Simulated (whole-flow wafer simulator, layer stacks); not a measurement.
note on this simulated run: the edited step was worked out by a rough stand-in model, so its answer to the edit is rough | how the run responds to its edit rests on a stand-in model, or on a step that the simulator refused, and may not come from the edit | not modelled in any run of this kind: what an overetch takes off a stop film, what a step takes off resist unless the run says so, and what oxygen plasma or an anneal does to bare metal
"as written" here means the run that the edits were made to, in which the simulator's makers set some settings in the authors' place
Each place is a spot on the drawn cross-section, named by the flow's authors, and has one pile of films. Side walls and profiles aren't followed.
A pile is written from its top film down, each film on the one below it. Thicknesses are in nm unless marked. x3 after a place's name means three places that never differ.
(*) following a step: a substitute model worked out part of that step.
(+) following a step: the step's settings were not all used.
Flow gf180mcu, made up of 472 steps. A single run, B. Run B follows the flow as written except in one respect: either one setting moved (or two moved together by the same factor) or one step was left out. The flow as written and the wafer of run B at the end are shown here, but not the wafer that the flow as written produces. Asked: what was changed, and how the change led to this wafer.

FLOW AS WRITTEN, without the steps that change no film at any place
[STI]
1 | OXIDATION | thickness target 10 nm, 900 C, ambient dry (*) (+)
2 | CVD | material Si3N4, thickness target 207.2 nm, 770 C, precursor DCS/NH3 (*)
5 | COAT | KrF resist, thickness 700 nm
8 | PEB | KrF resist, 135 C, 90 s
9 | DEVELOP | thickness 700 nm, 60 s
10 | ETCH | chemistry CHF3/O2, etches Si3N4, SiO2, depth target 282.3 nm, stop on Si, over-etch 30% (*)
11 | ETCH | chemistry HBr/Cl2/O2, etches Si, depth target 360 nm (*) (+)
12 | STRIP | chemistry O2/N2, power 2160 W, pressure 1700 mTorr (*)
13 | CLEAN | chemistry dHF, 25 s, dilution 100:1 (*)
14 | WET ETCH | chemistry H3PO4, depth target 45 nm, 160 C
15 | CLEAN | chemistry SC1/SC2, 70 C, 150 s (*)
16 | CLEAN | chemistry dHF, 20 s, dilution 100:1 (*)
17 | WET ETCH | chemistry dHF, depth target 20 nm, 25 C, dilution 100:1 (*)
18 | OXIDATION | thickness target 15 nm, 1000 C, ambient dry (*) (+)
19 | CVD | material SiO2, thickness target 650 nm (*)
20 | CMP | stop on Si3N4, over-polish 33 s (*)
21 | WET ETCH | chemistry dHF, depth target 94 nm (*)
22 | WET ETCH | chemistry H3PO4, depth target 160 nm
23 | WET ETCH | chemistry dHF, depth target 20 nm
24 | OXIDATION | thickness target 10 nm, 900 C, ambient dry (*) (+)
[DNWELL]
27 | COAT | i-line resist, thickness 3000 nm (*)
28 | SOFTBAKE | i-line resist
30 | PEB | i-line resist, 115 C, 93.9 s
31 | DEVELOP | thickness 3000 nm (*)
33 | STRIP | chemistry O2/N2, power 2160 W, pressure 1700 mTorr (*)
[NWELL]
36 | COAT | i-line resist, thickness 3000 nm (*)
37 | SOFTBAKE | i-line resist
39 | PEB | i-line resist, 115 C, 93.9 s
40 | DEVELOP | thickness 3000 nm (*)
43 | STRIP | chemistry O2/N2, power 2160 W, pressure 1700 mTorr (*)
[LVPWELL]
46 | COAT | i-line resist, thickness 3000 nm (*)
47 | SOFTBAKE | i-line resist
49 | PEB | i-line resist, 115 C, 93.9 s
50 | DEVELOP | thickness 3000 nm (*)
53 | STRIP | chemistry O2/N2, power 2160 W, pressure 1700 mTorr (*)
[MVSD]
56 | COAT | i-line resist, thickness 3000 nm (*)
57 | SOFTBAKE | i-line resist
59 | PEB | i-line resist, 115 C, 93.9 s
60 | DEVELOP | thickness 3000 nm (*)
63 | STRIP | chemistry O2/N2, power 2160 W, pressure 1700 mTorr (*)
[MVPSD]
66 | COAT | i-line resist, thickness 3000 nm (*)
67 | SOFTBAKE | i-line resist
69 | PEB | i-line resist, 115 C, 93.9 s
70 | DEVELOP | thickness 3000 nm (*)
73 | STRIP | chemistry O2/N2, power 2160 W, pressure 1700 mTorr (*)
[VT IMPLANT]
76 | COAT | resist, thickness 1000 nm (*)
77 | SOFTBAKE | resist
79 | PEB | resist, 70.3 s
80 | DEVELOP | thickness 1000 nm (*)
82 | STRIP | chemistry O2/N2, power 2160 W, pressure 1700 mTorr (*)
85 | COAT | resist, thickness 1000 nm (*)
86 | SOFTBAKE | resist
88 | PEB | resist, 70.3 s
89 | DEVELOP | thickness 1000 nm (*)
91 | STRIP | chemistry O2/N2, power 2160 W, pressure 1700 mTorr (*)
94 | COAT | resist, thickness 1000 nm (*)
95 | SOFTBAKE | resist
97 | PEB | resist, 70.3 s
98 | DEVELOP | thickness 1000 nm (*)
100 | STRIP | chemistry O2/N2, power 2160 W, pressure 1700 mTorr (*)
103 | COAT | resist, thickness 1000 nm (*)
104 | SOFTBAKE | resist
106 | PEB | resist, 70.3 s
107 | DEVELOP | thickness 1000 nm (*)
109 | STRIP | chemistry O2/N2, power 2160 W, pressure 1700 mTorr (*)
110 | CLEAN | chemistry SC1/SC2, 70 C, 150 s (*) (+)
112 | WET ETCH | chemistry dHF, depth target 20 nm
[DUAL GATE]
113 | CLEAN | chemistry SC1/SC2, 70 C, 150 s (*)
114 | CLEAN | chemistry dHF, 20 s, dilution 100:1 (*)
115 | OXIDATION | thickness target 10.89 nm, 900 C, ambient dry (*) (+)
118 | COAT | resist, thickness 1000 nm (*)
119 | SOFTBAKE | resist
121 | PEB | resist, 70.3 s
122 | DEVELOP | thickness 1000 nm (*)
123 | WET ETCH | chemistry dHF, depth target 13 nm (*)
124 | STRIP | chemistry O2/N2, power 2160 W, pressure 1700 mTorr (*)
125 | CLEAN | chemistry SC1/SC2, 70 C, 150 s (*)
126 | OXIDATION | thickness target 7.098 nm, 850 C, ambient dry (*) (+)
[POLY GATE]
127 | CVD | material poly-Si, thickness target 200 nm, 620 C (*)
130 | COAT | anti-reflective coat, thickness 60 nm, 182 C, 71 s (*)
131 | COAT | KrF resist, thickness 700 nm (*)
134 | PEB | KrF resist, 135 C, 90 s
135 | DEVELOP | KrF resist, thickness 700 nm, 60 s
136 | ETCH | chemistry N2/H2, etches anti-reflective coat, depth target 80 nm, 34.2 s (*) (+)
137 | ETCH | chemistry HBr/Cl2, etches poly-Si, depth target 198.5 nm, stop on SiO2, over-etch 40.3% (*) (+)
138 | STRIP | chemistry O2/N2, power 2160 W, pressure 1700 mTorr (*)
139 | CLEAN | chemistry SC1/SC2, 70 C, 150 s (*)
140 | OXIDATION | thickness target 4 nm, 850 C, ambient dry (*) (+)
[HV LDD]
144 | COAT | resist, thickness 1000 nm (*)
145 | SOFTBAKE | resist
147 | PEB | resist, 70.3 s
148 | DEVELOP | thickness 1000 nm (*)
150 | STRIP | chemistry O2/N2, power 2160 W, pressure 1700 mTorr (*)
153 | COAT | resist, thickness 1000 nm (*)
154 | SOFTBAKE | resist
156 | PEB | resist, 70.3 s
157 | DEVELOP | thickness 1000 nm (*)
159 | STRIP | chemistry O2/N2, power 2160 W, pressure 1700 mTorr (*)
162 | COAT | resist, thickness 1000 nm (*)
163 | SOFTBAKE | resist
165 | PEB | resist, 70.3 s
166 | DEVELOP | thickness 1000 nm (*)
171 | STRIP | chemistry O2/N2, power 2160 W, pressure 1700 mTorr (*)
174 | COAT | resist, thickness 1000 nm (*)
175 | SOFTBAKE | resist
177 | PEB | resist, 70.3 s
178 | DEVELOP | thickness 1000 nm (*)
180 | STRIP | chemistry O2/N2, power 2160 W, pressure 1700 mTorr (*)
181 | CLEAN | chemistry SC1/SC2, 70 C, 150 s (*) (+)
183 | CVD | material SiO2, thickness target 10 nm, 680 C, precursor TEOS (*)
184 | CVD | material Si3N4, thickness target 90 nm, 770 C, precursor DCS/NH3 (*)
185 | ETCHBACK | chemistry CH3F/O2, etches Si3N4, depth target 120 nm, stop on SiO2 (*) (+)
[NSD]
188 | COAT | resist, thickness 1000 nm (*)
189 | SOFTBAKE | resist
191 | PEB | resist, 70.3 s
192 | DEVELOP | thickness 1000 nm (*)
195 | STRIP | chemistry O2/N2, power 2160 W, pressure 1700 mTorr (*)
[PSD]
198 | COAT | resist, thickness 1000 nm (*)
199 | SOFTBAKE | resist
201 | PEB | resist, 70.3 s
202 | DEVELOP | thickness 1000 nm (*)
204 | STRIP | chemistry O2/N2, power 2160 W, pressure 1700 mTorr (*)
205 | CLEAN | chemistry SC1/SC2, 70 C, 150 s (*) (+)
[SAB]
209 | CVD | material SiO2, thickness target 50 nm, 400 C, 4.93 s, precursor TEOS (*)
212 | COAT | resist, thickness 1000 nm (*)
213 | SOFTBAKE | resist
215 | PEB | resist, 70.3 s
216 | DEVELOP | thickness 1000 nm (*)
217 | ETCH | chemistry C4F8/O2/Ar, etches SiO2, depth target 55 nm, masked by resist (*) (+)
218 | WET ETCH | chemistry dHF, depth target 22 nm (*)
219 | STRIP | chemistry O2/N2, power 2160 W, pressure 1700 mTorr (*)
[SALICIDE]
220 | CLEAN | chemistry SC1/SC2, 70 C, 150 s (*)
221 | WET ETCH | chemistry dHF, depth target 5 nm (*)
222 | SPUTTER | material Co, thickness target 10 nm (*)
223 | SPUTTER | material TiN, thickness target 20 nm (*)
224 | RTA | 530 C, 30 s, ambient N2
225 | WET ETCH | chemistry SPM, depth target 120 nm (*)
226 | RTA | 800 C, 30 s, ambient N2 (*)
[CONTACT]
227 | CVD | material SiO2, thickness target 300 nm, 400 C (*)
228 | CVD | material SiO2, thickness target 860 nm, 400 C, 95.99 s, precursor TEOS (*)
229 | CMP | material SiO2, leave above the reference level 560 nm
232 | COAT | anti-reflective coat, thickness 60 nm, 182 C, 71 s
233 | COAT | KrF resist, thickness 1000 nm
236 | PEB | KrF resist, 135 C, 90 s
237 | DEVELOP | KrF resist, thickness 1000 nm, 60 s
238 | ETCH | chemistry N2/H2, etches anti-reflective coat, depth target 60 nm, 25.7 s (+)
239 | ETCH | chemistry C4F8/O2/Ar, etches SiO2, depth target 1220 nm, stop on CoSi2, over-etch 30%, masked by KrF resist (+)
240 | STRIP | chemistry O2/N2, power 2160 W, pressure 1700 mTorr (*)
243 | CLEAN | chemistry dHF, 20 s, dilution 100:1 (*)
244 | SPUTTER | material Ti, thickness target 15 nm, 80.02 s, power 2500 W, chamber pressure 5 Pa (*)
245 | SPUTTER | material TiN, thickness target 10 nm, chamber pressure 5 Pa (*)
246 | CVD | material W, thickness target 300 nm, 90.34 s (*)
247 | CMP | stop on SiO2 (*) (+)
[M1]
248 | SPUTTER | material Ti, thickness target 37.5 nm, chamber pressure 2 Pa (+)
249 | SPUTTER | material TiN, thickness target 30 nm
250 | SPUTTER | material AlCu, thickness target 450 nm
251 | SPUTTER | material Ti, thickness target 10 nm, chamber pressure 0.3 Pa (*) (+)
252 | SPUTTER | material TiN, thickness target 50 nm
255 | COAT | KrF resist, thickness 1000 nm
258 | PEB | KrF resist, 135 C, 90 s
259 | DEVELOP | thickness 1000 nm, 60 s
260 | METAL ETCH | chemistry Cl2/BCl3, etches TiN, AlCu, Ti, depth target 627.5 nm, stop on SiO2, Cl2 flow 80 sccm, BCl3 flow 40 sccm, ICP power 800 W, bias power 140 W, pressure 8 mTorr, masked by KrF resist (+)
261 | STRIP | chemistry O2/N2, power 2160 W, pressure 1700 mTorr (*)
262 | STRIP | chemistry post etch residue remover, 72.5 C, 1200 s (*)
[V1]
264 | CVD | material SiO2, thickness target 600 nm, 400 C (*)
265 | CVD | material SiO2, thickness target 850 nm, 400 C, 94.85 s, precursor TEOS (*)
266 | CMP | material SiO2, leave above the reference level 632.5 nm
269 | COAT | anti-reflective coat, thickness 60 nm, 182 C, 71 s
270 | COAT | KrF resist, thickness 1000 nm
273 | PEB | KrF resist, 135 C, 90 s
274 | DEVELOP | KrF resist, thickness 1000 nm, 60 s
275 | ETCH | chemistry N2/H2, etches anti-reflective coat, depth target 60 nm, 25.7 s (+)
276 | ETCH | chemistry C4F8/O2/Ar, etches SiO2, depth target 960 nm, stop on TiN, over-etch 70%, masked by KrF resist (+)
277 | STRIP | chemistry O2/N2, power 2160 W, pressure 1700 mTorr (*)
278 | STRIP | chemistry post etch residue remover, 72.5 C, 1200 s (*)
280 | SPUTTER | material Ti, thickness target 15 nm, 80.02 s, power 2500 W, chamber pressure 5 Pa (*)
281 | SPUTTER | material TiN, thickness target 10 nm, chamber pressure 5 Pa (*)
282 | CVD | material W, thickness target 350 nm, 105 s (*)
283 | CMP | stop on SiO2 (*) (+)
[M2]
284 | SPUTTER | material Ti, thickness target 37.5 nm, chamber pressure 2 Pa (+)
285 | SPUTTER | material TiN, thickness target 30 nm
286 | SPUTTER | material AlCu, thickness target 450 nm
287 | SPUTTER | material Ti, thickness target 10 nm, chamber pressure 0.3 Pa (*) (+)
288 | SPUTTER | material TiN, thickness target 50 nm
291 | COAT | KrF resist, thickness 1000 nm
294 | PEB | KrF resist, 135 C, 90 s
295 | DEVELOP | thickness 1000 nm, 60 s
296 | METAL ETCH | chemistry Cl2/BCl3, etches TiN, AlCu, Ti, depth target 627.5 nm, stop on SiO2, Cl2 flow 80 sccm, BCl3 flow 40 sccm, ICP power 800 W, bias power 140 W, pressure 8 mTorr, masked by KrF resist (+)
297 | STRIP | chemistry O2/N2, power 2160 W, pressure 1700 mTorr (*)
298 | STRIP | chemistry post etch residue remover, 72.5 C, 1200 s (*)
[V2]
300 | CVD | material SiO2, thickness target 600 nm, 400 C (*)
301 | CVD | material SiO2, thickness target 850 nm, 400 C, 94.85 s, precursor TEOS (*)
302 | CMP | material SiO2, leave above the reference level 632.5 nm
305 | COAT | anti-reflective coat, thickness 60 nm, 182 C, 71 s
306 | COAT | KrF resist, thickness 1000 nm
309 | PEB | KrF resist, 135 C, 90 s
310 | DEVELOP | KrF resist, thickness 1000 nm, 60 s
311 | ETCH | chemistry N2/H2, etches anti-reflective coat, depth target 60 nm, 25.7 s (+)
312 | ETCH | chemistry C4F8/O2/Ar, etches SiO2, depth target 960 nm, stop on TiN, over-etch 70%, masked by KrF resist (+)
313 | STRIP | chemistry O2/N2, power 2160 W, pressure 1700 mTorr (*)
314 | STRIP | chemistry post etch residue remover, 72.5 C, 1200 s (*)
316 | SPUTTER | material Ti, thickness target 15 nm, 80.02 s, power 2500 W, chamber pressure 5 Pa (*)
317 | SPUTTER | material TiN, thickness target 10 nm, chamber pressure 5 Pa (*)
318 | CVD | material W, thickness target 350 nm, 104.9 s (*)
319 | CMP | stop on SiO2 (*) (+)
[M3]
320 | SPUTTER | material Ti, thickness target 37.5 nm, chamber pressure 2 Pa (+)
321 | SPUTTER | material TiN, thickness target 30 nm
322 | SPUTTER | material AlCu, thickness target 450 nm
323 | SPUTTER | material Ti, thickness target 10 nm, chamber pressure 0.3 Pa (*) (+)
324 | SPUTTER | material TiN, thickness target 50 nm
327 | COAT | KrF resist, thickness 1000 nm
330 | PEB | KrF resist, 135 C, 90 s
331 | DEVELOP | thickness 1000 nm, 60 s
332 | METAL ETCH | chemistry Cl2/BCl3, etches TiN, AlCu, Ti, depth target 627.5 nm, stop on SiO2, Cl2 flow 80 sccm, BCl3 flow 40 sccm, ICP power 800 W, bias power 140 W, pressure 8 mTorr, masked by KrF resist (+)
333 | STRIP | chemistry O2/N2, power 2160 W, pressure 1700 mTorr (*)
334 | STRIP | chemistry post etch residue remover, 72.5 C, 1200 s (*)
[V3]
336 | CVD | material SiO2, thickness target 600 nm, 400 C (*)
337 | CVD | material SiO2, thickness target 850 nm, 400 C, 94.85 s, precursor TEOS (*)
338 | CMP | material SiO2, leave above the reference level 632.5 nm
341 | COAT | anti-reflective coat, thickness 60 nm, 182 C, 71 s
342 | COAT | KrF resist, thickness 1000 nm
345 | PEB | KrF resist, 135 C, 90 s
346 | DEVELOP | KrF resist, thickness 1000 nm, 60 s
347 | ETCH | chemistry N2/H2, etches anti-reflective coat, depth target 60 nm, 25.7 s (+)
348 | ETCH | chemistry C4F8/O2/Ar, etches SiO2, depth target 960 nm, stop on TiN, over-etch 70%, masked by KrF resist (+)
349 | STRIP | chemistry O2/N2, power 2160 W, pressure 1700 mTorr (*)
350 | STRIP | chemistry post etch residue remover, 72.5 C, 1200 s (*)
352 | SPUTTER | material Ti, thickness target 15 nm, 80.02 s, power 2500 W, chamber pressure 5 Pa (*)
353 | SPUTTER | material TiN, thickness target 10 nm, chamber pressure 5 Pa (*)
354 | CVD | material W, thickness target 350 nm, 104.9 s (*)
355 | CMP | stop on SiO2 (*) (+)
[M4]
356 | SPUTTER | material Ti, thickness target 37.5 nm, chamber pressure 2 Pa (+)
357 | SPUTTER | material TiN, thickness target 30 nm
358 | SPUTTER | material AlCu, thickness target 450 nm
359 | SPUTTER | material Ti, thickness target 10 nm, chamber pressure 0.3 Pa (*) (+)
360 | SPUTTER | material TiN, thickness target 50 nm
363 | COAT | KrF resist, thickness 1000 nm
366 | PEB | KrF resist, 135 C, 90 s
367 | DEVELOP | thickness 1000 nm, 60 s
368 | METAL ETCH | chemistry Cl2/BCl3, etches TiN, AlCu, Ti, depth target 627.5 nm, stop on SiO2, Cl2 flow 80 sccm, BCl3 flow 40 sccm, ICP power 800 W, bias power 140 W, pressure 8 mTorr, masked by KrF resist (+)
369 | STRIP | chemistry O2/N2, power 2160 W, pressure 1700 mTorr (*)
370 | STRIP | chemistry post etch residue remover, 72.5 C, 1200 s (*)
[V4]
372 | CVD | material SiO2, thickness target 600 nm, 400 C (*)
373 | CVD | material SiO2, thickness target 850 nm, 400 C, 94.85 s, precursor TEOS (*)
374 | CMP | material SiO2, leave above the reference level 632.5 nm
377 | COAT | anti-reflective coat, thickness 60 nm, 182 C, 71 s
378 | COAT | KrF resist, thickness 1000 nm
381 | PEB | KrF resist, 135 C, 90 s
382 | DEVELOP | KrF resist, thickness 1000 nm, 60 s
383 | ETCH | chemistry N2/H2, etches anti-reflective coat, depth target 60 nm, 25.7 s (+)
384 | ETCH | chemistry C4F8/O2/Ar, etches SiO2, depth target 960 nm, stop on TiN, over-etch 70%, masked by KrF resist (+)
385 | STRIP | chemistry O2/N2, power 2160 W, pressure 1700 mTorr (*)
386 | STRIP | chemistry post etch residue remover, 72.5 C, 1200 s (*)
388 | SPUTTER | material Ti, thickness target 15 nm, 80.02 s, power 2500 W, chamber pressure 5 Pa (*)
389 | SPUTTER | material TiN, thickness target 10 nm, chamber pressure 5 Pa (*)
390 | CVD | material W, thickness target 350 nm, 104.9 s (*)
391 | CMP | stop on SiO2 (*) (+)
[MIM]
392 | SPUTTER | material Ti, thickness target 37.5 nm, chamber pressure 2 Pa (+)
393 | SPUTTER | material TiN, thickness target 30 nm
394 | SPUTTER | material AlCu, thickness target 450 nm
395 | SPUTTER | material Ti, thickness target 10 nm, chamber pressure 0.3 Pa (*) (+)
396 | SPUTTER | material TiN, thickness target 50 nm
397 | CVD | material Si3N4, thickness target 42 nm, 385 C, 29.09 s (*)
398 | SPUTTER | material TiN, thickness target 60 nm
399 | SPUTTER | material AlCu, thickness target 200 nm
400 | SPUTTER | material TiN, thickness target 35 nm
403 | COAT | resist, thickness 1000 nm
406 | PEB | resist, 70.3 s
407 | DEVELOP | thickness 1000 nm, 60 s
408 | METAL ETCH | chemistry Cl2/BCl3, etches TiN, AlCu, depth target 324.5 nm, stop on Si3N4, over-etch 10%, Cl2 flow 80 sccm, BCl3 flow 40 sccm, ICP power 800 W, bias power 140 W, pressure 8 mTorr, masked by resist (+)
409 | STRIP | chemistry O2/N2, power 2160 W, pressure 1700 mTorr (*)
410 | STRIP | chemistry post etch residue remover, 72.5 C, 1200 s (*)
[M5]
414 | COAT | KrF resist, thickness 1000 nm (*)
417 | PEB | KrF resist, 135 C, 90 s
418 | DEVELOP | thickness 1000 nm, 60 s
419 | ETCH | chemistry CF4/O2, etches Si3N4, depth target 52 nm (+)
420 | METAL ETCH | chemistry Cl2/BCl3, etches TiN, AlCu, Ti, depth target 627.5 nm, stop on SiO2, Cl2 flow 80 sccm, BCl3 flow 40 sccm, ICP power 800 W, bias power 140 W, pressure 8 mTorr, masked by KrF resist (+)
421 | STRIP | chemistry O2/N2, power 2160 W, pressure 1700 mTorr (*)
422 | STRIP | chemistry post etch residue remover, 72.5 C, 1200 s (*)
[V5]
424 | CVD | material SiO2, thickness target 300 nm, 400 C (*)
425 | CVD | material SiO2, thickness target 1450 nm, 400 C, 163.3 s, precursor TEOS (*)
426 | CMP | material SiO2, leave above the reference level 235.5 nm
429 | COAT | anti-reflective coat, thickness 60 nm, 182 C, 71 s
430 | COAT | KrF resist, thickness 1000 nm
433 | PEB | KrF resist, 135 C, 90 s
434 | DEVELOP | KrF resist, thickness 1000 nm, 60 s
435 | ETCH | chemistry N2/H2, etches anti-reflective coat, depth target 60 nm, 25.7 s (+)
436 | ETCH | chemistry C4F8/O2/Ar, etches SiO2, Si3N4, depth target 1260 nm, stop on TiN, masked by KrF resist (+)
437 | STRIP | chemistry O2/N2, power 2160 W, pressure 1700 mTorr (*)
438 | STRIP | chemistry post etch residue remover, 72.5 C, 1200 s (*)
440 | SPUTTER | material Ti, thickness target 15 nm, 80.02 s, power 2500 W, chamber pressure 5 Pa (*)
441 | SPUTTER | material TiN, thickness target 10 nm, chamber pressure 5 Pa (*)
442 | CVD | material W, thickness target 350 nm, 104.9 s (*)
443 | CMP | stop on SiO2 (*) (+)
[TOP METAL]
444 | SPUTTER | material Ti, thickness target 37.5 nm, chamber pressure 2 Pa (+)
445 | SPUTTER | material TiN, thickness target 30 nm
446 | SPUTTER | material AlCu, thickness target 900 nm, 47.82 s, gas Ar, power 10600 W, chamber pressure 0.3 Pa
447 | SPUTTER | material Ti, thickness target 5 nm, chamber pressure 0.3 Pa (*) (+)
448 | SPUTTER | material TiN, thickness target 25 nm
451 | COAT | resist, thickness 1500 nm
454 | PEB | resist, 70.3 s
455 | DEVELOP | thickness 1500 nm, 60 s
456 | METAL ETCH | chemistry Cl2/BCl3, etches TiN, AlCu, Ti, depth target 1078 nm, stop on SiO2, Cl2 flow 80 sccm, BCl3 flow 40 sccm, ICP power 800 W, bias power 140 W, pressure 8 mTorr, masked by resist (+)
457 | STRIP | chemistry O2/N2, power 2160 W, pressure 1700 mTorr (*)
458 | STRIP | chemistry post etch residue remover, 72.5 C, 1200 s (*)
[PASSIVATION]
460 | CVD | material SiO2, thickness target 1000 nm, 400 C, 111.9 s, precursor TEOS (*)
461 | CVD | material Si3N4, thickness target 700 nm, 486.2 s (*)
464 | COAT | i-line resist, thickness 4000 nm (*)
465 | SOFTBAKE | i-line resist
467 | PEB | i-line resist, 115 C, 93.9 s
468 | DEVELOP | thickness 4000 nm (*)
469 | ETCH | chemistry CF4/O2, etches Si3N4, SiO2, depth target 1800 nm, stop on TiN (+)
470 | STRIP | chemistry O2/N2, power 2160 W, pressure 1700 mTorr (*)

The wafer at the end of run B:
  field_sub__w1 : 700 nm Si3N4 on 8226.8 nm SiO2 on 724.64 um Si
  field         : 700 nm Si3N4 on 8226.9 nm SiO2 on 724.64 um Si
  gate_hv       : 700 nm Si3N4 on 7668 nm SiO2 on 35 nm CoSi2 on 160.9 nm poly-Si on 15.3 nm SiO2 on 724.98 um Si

Cause: step 115, OXIDATION: thickness target 12.08 nm was run, though the flow has thickness target 10.89 nm.

Step by step, how the change led to this:
  115 | OXIDATION | thickness target 10.89 nm, 900 C, ambient dry (*) (+)
      active, n_well, p_well and 40 more: +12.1 SiO2 (new film), -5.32 Si (in the flow as written it would be: +10.9 SiO2 (new film), -4.79 Si)
  123 | WET ETCH | chemistry dHF, depth target 13 nm (*)
      active, n_well, p_well and 12 more: -12.1 SiO2 (all of it) (in the flow as written it would be: -10.9 SiO2 (all of it))
  189 | SOFTBAKE | resist
      field__w9: -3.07 resist (in the flow as written it would be: +6.92 resist)
  199 | SOFTBAKE | resist
      field__w9: -3.07 resist (in the flow as written it would be: +6.92 resist)
  218 | WET ETCH | chemistry dHF, depth target 22 nm (*)
      ldn_tap, ldn_src, ldn_drn, ldp_tap, ldp_src, ldp_drn, ldp_gr: -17 SiO2 (all of it) (in the flow as written it would be: -16 SiO2 (all of it))
      ld_drn_n, ld_sd_p: -15.8 SiO2 (all of it) (in the flow as written it would be: -14.8 SiO2 (all of it))
      (also at 5 further places)
